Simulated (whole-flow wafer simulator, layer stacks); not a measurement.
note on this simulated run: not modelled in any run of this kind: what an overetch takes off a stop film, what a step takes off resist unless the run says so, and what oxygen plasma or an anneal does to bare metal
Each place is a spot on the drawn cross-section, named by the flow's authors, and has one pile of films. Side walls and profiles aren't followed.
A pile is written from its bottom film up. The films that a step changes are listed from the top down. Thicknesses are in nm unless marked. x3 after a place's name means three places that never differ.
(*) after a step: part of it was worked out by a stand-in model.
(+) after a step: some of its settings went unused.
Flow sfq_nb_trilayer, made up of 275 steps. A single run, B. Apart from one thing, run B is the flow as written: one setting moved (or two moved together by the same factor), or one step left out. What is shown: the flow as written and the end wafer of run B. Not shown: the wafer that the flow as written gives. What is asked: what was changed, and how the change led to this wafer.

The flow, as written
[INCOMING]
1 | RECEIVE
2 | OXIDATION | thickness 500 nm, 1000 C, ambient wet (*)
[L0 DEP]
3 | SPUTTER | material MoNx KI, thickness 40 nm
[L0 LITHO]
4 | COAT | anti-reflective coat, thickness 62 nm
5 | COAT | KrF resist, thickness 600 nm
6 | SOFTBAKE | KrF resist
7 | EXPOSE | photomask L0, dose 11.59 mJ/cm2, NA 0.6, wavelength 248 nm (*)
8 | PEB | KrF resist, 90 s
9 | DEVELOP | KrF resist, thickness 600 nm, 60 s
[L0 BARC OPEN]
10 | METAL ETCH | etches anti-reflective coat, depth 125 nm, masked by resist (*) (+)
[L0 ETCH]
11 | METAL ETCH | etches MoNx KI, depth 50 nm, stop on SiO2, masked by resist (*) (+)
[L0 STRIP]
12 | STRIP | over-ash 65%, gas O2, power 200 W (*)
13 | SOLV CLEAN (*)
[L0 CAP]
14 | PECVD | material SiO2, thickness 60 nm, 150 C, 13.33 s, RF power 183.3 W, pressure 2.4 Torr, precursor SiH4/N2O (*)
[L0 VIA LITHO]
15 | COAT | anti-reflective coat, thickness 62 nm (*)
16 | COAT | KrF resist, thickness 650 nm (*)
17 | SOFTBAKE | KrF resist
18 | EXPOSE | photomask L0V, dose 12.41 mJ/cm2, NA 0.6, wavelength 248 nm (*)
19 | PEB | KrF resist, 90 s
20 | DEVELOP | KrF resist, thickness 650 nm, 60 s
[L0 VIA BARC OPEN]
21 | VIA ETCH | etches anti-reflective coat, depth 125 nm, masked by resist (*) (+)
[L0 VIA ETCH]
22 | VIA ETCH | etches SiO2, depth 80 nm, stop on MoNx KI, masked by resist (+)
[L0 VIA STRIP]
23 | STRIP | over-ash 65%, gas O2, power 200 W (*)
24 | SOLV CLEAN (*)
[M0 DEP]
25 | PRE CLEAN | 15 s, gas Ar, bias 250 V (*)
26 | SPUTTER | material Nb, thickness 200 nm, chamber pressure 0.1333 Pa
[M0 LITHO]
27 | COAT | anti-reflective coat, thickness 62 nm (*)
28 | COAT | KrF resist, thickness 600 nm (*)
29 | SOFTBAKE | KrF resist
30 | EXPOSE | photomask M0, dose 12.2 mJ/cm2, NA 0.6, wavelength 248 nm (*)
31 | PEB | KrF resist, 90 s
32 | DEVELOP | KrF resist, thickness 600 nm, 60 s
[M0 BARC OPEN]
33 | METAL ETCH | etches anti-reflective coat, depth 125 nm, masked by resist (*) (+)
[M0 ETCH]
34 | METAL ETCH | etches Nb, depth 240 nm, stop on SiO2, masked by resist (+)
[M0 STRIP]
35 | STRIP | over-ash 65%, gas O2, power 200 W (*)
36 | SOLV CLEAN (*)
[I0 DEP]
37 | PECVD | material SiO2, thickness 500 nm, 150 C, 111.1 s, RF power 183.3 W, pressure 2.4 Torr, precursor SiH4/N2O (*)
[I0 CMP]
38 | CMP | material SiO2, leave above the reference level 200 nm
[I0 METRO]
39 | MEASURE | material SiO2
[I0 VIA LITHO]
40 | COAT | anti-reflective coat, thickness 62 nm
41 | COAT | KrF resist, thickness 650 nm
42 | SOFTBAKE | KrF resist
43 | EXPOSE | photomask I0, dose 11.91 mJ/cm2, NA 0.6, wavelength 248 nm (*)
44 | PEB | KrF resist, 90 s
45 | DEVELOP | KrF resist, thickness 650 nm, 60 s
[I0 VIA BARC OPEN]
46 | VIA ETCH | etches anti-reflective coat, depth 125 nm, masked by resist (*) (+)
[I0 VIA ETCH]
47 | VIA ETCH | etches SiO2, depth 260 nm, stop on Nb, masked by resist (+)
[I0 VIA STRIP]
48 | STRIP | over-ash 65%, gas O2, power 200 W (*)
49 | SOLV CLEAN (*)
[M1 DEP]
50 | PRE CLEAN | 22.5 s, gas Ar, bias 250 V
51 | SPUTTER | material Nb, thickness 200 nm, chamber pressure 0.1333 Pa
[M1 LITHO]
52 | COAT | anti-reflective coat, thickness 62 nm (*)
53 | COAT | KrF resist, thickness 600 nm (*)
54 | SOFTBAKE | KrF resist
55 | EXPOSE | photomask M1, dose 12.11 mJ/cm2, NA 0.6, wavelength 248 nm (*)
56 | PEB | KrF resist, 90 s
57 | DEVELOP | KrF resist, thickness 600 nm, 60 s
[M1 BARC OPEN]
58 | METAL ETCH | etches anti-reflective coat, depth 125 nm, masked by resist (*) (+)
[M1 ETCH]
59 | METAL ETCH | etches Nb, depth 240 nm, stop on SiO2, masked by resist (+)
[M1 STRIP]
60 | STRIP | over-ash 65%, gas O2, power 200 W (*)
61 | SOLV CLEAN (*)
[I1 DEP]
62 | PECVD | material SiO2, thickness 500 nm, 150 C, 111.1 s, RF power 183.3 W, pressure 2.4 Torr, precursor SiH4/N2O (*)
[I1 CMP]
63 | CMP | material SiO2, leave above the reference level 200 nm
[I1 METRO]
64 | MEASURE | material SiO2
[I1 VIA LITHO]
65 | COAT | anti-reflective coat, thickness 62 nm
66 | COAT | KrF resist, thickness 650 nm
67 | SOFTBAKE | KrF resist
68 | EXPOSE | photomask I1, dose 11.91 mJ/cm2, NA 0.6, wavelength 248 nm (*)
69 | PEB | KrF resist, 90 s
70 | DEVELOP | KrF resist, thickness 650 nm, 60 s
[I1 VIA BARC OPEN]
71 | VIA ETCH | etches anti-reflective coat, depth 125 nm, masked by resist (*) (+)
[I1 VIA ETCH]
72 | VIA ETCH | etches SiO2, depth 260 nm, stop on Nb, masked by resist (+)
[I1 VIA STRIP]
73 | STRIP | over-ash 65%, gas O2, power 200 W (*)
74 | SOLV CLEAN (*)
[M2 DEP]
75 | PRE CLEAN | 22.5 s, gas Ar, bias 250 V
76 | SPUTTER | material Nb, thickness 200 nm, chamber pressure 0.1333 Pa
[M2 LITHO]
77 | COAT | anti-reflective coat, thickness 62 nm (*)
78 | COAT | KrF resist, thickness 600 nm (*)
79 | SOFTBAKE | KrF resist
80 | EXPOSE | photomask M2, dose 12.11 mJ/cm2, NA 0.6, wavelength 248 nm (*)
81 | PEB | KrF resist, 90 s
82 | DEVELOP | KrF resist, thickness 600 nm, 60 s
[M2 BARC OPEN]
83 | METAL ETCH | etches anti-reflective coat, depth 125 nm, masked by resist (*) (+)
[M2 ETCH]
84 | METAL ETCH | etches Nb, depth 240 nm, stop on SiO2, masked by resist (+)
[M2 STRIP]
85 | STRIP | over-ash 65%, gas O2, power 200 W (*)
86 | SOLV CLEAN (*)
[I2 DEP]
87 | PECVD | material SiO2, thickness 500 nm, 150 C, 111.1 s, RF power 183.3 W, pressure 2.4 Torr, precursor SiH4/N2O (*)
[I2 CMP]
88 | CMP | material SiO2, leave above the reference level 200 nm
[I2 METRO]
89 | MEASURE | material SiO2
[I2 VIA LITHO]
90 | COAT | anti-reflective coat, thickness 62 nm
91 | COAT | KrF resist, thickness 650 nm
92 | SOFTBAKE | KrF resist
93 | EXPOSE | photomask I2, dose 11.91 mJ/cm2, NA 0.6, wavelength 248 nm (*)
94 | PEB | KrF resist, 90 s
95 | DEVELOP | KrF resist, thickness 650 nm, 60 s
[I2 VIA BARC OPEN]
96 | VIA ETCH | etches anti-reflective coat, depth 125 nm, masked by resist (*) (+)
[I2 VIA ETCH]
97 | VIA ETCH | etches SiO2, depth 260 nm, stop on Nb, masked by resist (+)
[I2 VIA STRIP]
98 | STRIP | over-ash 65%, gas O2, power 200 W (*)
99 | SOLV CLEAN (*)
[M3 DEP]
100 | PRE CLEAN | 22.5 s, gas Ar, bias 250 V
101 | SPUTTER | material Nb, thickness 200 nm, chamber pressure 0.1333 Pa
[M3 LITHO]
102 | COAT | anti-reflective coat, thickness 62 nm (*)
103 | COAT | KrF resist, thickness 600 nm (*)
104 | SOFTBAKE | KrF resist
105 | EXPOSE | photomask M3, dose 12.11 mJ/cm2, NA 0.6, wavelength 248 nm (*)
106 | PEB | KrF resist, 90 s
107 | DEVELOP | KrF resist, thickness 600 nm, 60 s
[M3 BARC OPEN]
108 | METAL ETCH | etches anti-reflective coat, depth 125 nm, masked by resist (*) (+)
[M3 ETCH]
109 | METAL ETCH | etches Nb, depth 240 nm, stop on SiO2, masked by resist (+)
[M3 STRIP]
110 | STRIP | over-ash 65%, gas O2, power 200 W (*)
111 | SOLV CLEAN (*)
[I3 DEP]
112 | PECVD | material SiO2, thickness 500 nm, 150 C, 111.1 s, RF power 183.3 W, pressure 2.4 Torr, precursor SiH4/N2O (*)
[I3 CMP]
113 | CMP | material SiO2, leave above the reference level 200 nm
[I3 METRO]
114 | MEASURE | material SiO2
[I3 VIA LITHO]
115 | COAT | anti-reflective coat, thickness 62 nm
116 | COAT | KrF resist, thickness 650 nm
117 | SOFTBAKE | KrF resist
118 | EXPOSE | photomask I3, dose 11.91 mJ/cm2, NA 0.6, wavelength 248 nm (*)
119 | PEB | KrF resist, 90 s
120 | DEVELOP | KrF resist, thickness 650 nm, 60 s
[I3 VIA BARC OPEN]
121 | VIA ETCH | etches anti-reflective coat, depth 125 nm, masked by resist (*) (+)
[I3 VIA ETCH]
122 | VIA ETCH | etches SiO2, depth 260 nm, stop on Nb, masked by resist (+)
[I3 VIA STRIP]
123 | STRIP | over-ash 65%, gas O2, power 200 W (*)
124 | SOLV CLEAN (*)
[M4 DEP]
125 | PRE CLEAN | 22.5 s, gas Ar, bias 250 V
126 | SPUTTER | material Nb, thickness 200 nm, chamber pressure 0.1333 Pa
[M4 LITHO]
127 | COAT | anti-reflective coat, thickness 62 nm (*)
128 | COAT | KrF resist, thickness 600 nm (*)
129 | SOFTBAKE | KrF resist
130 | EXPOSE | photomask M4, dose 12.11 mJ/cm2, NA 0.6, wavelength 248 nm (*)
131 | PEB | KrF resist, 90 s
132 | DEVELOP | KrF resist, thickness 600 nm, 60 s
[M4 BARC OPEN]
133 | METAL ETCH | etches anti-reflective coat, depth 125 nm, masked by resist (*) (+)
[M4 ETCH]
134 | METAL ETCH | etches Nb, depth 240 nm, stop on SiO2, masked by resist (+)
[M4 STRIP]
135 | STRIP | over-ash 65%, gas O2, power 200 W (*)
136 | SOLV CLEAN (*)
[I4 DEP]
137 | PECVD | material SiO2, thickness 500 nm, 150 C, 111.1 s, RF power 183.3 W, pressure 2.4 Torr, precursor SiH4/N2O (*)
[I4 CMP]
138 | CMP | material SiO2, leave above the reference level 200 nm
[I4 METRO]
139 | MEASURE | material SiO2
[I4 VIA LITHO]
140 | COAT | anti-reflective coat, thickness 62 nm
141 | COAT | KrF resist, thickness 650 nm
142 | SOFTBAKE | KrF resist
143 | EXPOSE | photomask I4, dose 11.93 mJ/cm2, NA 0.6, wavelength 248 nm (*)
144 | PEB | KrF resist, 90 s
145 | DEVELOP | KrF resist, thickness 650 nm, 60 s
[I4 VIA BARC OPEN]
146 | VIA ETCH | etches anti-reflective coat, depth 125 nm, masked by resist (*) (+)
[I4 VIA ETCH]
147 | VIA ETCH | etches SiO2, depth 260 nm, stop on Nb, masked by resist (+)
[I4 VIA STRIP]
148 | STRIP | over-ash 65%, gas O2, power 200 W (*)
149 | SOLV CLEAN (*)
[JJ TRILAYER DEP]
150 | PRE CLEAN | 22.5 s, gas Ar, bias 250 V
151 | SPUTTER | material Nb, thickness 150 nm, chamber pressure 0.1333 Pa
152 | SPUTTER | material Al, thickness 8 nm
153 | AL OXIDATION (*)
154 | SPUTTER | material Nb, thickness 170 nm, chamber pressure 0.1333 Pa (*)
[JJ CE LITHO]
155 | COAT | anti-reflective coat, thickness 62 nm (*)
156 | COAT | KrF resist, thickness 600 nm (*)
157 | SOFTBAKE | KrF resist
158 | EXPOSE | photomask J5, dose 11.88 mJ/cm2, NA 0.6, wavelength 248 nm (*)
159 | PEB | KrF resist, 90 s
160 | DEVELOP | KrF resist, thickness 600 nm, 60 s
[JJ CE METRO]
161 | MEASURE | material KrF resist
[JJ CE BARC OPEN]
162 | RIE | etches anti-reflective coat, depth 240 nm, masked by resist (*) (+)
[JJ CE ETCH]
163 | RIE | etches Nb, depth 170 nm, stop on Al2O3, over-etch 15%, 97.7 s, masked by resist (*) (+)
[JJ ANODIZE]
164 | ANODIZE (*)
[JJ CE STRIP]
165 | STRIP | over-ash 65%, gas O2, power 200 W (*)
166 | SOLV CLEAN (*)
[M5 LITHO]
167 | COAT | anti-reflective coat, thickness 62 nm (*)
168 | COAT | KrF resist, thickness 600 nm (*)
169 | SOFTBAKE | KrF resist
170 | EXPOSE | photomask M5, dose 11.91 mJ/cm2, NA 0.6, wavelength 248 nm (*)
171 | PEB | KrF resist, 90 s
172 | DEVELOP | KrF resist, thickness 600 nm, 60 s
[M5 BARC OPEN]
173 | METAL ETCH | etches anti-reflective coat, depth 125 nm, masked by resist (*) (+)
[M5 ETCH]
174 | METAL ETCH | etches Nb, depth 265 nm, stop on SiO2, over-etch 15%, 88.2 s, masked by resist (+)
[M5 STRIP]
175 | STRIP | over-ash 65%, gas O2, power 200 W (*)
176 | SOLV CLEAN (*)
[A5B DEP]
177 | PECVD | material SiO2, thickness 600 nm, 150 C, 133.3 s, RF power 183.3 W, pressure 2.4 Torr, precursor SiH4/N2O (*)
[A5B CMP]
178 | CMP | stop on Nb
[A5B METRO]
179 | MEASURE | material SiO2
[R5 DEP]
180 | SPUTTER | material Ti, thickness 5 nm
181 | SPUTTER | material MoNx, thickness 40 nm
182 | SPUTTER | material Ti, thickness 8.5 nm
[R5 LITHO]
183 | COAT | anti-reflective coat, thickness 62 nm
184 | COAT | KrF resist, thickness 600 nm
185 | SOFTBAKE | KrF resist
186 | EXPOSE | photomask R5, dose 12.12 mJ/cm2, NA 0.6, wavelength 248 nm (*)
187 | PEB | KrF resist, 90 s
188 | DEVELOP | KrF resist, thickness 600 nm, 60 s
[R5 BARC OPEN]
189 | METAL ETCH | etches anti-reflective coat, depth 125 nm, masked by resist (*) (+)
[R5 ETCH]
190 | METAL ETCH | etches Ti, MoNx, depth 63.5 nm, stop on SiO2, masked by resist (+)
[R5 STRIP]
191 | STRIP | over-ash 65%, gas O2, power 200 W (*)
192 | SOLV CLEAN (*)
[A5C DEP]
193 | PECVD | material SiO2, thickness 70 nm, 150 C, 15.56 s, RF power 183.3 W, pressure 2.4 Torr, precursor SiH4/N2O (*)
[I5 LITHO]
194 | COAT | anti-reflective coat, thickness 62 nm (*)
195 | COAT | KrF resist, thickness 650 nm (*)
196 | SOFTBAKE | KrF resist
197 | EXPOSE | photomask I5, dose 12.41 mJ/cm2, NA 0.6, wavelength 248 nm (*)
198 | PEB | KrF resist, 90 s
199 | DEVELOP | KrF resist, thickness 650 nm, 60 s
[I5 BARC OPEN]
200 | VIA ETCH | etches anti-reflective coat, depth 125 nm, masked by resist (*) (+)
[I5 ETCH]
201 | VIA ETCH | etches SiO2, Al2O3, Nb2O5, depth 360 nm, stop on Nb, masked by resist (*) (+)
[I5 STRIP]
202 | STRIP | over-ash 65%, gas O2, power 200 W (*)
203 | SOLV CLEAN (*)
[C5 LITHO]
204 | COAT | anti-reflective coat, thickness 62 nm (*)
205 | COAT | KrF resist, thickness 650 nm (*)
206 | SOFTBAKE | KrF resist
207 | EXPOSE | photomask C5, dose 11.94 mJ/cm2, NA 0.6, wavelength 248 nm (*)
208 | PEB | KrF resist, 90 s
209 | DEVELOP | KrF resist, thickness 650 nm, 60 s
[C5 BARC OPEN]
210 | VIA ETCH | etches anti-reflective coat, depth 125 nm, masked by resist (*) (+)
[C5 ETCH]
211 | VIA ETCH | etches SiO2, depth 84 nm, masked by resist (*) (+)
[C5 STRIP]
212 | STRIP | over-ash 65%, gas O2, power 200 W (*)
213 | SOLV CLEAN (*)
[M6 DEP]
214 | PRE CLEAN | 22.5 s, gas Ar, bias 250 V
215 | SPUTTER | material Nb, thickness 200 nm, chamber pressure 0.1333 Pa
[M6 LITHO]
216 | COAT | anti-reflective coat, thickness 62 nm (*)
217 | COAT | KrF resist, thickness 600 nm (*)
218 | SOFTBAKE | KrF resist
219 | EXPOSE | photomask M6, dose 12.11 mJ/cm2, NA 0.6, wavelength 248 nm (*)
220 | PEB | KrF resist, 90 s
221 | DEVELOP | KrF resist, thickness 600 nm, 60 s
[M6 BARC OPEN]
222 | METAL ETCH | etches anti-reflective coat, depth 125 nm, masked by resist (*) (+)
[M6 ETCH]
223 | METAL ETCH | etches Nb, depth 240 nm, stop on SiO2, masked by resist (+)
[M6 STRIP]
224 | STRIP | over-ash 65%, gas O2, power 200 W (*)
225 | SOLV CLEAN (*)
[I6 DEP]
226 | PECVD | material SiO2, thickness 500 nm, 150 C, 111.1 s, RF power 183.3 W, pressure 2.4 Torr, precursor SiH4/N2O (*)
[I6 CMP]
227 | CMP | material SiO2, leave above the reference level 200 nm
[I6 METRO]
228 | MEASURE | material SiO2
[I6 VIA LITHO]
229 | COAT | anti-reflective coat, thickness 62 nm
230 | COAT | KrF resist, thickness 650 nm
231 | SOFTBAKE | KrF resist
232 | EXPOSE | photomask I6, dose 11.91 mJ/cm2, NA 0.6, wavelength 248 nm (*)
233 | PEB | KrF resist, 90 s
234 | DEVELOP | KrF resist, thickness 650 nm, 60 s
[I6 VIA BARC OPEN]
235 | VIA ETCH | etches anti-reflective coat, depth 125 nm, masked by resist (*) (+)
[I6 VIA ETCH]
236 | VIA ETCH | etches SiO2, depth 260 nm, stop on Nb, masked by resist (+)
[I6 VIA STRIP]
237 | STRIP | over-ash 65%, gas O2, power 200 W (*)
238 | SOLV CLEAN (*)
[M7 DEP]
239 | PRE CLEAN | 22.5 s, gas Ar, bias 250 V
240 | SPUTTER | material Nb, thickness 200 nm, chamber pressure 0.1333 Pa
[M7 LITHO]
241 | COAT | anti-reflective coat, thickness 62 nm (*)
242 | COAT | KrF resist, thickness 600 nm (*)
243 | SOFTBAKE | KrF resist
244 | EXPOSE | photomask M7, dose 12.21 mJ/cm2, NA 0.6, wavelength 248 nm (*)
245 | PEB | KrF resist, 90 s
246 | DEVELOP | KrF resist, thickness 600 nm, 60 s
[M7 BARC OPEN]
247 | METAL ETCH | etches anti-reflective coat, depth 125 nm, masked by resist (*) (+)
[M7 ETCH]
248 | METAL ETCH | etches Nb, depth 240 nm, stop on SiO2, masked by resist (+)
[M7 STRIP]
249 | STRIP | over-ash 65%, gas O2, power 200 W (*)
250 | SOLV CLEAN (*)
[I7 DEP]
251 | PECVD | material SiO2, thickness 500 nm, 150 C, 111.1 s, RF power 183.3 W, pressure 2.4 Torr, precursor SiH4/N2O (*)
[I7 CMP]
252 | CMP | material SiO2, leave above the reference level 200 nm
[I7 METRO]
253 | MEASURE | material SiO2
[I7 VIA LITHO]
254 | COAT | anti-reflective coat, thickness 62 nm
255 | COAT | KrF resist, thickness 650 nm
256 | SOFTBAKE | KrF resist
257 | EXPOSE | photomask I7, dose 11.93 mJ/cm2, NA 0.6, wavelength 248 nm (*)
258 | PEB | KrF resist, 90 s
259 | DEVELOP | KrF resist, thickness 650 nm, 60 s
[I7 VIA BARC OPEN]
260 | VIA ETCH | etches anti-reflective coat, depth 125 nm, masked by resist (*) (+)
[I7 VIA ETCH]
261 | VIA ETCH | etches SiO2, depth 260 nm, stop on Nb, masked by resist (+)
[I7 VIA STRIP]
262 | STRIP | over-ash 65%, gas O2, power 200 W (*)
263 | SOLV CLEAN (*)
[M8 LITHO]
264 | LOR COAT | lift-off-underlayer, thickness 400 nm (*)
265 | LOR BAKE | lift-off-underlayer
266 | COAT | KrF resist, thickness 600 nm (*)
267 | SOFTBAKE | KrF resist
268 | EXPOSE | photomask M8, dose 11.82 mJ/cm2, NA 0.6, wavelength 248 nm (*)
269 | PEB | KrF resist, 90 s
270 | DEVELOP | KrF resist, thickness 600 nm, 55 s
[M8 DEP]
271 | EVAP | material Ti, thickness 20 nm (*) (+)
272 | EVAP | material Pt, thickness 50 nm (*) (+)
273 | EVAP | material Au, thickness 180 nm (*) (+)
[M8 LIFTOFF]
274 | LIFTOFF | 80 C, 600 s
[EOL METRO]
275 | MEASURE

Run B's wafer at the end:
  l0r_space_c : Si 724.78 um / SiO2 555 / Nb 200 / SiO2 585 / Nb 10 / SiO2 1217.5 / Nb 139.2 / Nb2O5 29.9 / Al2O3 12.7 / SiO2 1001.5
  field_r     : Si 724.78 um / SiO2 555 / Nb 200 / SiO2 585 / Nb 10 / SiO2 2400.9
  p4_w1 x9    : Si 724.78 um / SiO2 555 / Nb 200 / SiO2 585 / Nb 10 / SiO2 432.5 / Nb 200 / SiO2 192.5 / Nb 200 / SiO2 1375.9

Cause: step 76, SPUTTER: thickness 250 nm was run, though the flow has thickness 200 nm.

Step by step, how the change led to this:
  76 | SPUTTER | material Nb, thickness 200 nm, chamber pressure 0.1333 Pa
      field_l, v_sur, via_wl and 102 more: +250 Nb (new film) (in the flow as written it would be: +200 Nb (new film))
      via_v: +218.8 Nb (in the flow as written it would be: +174.5 Nb)
  84 | METAL ETCH | etches Nb, depth 240 nm, stop on SiO2, masked by resist (+)
      field_l, be, be_sur and 81 more: -240 Nb (in the flow as written it would be: -200 Nb (all of it))
  87 | PECVD | material SiO2, thickness 500 nm, 150 C, 111.1 s, RF power 183.3 W, pressure 2.4 Torr, precursor SiH4/N2O (*)
      field_l, be, be_sur and 81 more: +500 SiO2 (new film) (in the flow as written it would be: +500 SiO2)
      via_v: +587.3 SiO2 (new film) (in the flow as written it would be: +606 SiO2 (new film))
  88 | CMP | material SiO2, leave above the reference level 200 nm
      field_l, be, be_sur and 81 more: -60 SiO2 (in the flow as written it would be: -100 SiO2)
      via_v: -157.1 SiO2 (in the flow as written it would be: -181.6 SiO2)
With metal films that touch counted as one body, l0r_space_c has 3 bodies (between them, from the top down: SiO2 1217.5; SiO2 585); the flow as written gives 2 bodies (between them, from the top down: SiO2 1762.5).
With metal films that touch counted as one body, field_r has 2 bodies (between them, from the top down: SiO2 585); the flow as written gives 1 body.
With metal films that touch counted as one body, p4_w1 x9 has 4 bodies (between them, from the top down: SiO2 192.5; SiO2 432.5; SiO2 585); the flow as written gives 3 bodies (between them, from the top down: SiO2 192.5; SiO2 977.5).
